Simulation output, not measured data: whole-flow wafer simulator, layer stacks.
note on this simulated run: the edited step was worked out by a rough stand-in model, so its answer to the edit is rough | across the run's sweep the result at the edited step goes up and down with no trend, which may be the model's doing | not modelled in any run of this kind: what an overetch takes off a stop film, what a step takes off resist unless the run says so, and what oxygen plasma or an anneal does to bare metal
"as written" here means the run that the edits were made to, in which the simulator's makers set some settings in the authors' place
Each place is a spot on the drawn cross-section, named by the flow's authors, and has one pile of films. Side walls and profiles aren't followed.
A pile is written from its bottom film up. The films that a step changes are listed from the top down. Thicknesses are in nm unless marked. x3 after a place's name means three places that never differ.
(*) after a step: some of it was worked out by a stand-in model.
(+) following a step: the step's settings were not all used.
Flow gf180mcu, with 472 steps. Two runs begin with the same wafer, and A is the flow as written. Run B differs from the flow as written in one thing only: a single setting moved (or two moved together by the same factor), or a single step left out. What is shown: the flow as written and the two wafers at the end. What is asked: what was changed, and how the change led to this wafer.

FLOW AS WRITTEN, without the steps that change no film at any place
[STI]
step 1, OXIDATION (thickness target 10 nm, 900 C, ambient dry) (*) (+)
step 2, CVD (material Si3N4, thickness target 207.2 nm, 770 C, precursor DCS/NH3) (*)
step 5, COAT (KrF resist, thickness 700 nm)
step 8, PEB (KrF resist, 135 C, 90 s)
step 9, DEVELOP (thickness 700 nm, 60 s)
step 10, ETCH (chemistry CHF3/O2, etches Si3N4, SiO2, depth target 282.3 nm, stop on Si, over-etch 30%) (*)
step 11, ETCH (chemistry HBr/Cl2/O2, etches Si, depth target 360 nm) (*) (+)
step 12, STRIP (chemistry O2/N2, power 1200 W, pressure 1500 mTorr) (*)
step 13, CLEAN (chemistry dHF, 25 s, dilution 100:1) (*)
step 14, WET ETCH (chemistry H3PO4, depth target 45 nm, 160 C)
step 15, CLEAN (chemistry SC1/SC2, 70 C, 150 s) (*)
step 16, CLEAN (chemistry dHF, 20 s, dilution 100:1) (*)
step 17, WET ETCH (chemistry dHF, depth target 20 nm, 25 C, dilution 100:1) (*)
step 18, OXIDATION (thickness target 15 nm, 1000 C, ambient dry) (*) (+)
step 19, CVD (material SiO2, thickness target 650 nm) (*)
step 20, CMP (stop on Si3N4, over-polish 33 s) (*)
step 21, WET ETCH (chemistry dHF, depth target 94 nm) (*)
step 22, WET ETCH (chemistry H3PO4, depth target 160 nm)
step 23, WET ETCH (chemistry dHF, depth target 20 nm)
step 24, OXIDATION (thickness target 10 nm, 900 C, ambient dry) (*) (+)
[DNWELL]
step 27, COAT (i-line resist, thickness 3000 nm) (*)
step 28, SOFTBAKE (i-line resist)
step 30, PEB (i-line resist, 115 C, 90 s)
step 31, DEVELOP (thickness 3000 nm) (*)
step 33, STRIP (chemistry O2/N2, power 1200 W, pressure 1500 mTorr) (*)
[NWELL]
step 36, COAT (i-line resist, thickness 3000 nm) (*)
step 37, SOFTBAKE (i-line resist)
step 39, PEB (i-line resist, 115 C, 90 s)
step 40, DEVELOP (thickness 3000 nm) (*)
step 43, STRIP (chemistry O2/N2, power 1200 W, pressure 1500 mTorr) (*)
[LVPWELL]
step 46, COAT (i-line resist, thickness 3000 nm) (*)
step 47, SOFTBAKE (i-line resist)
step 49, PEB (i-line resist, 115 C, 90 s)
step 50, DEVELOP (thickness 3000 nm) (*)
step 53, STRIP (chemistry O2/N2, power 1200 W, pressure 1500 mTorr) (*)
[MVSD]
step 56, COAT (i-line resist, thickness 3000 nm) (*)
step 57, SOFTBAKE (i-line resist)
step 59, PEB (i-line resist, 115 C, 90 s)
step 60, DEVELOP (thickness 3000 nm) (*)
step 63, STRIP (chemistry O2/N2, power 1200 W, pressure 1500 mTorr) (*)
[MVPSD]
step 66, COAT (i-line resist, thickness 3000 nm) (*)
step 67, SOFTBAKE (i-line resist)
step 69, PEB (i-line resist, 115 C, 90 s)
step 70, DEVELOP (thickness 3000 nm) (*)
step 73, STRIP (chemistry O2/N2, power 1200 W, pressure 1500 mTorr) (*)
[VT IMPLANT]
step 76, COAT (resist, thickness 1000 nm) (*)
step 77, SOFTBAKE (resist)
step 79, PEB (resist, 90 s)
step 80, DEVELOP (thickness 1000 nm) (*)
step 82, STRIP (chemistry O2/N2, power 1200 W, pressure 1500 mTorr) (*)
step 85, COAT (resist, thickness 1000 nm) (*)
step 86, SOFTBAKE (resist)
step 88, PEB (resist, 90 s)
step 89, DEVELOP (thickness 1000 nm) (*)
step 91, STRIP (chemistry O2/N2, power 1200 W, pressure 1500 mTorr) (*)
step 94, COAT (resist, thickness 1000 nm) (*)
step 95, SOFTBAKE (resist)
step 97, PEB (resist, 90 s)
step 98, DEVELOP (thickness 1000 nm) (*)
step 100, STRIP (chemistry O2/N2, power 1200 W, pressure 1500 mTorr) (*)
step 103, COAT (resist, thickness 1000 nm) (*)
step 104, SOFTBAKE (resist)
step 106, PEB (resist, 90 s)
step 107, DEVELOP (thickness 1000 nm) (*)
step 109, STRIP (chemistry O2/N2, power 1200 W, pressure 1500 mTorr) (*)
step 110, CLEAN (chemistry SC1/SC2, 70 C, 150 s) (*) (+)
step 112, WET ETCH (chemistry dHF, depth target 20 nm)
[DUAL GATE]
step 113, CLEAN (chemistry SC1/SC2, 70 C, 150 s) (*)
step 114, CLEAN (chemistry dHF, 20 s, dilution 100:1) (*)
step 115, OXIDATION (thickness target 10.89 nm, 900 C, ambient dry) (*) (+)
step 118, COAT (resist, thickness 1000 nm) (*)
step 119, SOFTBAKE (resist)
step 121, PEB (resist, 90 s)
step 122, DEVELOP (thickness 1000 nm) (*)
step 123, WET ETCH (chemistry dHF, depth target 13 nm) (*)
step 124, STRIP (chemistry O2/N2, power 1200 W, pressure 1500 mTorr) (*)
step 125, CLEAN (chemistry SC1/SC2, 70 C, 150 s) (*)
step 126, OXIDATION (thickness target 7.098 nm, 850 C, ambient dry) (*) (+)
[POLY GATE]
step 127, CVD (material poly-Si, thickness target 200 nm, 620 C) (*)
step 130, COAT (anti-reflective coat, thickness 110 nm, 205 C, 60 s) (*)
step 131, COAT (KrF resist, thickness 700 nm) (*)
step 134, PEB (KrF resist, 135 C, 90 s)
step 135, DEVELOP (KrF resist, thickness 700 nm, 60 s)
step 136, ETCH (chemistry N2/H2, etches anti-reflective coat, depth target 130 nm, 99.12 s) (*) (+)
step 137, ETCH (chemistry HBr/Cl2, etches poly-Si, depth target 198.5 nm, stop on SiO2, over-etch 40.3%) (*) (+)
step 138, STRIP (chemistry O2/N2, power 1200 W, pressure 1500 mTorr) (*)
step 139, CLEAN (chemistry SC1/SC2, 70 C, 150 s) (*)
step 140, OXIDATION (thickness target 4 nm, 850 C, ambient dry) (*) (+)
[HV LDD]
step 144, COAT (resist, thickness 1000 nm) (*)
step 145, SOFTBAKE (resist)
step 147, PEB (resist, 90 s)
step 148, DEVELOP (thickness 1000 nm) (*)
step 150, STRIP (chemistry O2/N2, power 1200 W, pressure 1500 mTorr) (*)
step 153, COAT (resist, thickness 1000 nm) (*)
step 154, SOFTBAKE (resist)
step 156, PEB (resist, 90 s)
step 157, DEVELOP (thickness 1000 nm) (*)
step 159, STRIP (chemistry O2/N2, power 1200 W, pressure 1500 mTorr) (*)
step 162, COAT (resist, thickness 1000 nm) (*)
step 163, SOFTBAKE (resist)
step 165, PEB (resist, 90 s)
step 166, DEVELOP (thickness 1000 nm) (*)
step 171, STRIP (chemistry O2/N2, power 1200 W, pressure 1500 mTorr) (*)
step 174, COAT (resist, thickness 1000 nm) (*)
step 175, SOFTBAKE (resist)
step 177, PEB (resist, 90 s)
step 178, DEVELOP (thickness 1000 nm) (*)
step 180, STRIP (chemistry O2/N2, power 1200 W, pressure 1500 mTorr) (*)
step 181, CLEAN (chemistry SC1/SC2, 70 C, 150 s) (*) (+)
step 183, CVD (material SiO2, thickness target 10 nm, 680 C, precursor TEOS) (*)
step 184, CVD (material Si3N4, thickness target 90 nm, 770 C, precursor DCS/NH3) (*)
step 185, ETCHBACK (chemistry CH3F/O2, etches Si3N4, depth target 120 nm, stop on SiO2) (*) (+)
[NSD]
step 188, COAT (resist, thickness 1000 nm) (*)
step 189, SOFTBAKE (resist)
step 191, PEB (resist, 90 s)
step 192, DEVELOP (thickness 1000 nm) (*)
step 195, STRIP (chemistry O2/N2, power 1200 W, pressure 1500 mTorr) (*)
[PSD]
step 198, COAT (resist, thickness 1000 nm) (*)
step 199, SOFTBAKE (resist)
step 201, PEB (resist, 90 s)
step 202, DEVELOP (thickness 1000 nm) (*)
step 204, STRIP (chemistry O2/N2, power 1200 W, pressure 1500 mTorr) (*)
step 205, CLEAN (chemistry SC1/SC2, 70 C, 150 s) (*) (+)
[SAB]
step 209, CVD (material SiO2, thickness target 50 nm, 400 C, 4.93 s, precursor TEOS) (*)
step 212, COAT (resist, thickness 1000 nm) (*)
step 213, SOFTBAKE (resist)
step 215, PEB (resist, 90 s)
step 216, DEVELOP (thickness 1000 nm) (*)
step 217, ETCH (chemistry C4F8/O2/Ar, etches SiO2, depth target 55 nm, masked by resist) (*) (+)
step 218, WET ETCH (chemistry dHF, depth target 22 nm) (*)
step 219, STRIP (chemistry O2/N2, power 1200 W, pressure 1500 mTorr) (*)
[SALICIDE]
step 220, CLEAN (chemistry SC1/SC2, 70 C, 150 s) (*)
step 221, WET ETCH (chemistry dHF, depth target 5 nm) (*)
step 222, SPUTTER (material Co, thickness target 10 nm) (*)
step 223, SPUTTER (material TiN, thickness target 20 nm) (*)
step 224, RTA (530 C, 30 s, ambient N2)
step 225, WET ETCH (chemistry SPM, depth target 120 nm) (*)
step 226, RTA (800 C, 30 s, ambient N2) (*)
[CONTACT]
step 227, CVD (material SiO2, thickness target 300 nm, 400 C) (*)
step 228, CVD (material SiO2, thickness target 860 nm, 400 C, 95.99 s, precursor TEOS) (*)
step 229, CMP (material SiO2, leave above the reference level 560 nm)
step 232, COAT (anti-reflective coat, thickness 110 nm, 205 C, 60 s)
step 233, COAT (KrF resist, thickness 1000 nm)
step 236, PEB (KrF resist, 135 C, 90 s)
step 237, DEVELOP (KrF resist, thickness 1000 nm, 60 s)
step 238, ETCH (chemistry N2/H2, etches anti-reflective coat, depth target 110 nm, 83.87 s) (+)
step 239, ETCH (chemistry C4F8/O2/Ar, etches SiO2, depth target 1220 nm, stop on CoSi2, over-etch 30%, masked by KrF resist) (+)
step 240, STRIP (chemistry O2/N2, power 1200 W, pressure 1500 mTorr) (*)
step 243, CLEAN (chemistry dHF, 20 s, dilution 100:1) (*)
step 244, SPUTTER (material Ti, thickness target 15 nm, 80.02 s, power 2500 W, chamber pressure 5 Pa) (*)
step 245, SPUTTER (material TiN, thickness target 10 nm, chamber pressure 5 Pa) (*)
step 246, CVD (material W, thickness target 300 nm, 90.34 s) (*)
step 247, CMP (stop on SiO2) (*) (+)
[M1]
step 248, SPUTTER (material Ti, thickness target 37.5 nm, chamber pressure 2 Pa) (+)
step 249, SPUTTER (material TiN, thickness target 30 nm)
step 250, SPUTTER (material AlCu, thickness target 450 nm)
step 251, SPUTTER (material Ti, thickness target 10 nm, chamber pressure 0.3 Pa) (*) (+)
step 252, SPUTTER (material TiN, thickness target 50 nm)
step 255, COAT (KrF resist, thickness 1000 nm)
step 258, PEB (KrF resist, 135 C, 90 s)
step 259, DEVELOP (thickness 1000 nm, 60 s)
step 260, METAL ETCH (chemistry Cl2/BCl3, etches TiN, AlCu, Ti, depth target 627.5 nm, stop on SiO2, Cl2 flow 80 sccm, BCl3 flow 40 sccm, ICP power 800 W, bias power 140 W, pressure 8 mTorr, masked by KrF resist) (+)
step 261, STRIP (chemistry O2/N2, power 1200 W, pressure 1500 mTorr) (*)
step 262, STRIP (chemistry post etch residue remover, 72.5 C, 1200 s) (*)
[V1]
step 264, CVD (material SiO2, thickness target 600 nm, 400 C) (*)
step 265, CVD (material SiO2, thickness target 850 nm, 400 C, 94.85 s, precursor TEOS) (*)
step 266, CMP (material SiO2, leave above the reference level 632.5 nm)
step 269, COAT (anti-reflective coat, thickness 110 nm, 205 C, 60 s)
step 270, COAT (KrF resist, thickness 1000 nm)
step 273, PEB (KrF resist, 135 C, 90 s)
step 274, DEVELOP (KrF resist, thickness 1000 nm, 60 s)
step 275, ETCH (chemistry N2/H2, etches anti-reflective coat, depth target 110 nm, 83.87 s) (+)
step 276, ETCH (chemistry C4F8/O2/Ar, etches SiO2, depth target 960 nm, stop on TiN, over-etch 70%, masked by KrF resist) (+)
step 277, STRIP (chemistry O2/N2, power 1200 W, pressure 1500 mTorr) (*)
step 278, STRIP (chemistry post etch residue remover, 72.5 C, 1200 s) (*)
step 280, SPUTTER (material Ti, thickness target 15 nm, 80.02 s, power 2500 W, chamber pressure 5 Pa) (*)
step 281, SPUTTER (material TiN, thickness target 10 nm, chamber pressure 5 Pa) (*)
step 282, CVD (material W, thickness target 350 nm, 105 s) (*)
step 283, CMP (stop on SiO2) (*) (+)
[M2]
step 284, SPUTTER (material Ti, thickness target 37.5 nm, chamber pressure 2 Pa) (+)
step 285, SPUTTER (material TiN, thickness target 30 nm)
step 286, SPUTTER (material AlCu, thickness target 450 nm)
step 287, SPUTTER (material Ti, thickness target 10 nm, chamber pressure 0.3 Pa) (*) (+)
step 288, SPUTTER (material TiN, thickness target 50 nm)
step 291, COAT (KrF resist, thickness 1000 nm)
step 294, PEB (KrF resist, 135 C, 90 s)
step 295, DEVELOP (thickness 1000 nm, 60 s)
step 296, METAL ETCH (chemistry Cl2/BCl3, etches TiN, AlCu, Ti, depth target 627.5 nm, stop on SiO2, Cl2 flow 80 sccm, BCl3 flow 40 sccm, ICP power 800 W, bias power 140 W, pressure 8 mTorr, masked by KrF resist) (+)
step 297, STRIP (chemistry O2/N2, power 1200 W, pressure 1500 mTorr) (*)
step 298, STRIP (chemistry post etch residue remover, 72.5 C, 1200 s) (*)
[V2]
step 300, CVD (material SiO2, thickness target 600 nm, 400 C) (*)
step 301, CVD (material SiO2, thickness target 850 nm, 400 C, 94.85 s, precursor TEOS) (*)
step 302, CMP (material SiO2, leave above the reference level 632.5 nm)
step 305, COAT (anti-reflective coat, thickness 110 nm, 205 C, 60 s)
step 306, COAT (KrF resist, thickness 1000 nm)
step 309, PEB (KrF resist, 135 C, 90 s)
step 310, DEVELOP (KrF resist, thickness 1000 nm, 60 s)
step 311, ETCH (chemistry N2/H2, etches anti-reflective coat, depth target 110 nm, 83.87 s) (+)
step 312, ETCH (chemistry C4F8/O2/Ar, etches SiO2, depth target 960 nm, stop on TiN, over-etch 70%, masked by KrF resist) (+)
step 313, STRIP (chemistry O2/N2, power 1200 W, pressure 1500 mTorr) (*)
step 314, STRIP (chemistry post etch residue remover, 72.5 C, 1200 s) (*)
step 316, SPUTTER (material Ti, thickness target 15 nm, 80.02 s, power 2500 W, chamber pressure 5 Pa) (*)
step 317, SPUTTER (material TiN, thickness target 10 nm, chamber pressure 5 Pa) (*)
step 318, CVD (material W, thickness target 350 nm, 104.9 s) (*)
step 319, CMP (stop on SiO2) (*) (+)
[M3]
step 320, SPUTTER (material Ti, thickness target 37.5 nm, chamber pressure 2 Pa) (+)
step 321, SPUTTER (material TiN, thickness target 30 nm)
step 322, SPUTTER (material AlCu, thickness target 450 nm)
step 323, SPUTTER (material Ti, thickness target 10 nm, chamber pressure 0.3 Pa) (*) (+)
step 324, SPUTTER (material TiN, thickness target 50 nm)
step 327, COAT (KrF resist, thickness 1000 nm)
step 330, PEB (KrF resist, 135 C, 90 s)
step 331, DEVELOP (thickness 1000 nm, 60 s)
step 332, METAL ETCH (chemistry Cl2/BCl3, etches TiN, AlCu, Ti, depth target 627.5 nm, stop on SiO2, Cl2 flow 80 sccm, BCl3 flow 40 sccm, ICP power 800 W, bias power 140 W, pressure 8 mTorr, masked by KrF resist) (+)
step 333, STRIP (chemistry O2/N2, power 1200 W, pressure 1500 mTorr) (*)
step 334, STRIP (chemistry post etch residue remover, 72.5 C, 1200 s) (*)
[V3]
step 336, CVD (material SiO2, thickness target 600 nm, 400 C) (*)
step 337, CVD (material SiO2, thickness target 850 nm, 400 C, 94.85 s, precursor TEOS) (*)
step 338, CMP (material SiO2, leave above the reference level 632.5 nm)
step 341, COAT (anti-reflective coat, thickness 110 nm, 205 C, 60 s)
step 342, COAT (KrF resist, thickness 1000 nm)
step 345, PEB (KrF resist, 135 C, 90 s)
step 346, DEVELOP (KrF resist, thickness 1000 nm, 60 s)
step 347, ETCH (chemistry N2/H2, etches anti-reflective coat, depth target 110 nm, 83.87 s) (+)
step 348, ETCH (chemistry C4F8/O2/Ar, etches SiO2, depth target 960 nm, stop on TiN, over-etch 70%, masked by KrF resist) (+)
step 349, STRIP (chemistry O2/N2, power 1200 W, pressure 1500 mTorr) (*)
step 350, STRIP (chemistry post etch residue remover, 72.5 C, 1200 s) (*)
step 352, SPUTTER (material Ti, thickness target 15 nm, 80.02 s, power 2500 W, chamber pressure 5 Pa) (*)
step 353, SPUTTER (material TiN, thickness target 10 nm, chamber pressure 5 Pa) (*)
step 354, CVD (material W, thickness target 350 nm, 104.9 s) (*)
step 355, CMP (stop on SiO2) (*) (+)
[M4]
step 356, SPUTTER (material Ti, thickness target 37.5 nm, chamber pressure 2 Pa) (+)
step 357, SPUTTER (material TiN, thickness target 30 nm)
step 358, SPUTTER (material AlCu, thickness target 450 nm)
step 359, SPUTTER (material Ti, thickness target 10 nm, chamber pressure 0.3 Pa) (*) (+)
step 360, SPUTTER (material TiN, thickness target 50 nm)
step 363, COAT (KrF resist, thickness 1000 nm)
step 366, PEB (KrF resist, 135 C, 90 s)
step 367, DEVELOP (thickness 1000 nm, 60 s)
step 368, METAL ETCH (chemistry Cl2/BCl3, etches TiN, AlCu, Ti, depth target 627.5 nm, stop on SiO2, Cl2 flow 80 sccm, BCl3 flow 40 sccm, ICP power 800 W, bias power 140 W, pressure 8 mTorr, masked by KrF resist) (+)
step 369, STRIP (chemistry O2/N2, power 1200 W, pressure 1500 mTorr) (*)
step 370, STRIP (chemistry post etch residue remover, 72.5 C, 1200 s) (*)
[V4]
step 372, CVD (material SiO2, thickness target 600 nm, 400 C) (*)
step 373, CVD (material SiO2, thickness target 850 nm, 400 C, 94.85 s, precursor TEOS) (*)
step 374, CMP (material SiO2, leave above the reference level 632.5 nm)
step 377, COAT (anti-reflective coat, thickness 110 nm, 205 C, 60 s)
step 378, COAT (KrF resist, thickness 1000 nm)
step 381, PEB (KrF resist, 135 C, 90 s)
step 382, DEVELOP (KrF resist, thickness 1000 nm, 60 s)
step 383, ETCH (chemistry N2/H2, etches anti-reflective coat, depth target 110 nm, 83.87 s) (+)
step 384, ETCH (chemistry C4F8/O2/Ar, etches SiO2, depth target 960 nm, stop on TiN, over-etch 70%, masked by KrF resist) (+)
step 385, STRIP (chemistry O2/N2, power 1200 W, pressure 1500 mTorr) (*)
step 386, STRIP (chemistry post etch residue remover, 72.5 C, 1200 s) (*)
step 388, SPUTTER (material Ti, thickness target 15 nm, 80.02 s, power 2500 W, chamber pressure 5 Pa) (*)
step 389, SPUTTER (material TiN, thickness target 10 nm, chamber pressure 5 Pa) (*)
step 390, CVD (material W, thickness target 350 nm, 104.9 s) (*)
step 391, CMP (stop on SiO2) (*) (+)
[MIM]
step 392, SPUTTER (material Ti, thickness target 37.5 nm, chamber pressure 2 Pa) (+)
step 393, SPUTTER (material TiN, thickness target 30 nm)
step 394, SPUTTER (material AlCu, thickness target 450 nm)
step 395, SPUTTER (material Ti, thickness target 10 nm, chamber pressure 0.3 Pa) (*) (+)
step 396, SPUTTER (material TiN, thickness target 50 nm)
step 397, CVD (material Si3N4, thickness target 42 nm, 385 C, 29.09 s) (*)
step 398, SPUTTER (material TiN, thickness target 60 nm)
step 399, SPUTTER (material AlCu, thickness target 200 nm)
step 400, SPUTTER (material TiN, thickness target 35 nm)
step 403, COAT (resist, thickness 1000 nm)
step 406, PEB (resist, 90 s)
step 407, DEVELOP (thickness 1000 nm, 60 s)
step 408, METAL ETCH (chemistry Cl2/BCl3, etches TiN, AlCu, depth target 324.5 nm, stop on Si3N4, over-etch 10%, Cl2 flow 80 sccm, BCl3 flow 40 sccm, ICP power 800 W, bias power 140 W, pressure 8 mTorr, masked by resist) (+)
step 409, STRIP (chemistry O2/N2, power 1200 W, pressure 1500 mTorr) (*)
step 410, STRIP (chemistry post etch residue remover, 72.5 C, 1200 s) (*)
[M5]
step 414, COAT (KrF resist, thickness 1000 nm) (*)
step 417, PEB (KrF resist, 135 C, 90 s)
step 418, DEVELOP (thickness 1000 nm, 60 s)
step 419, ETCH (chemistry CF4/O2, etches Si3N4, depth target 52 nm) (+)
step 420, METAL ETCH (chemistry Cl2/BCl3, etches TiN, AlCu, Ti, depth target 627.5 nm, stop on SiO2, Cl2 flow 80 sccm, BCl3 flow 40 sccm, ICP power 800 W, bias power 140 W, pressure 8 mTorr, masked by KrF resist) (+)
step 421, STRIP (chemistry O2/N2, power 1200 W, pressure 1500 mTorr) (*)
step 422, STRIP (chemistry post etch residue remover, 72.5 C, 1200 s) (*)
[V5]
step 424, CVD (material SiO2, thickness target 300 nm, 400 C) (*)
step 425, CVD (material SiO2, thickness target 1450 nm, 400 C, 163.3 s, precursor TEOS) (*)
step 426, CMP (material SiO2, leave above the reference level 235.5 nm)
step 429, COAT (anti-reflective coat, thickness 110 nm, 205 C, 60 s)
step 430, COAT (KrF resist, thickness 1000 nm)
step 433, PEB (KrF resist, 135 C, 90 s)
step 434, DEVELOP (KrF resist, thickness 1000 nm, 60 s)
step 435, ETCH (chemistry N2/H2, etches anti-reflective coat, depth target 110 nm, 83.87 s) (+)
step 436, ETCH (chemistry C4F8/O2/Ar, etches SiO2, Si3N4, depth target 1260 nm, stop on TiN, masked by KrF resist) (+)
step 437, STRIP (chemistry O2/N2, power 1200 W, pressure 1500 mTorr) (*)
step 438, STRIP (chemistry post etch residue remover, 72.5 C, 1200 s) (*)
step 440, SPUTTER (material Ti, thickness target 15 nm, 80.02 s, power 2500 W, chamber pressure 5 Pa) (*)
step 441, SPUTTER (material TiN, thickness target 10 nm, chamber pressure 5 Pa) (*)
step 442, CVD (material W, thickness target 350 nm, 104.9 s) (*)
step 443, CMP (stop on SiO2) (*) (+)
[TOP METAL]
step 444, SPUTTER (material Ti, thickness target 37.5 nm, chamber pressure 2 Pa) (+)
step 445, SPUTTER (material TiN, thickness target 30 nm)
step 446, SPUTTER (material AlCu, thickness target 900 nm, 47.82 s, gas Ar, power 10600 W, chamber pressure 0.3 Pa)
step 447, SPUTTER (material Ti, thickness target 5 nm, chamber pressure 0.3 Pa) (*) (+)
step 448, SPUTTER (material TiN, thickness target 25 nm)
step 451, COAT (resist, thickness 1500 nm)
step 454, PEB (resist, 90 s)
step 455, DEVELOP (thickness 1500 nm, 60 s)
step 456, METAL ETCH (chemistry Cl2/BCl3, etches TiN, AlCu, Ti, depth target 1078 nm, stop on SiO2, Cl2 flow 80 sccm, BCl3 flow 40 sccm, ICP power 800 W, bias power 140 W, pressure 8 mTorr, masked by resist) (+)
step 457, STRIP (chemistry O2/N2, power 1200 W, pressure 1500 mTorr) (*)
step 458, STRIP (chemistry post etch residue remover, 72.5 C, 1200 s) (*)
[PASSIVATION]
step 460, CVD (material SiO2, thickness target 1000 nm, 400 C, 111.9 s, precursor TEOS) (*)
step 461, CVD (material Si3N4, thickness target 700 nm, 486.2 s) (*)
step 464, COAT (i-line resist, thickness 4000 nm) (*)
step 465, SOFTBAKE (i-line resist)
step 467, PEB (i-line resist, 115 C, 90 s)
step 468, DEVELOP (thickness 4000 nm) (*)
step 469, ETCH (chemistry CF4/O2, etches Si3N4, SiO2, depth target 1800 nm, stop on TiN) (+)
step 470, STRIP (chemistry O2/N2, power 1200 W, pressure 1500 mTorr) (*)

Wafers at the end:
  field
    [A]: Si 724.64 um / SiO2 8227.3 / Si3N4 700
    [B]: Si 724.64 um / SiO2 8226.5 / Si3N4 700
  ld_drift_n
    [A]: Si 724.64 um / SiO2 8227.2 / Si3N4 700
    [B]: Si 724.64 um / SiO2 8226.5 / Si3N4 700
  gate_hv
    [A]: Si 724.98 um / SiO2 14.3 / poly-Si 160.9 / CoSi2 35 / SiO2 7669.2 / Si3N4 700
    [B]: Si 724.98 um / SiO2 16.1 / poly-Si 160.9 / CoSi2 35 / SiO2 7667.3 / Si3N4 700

What caused this: step 126, OXIDATION: thickness target 9.227 nm was run, while the flow as written has thickness target 7.098 nm.

The path from the change to this, step by step:
  step 126, OXIDATION (thickness target 7.098 nm, 850 C, ambient dry) (*) (+)
      gate_hv, active_hv, active_nat and 25 more: A +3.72 SiO2, -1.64 Si | B +5.54 SiO2, -2.44 Si
      active, n_well, p_well and 12 more: A +7.1 SiO2 (new film), -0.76 chemical SiO2 (all of it), -2.79 Si | B +9.23 SiO2 (new film), -0.76 chemical SiO2 (all of it), -3.73 Si
  step 189, SOFTBAKE (resist)
      nw_enc_fld_lv__w3: A +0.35 resist | B -0.5 resist
  step 199, SOFTBAKE (resist)
      nw_enc_fld_lv__w3: A +0.35 resist | B -0.5 resist
  step 218, WET ETCH (chemistry dHF, depth target 22 nm) (*)
      active, p_well, sd_n, iso_ptap_pw, iso_ntap_nw, iso_ptap_sub, vpnp_e: A -9.01 SiO2 (all of it) | B -11 SiO2 (all of it)
      ldn_tap, ldn_src, ldn_drn, ldp_tap, ldp_src, ldp_drn, ldp_gr: A -16 SiO2 (all of it) | B -17.7 SiO2 (all of it)
      (also at 9 further places)
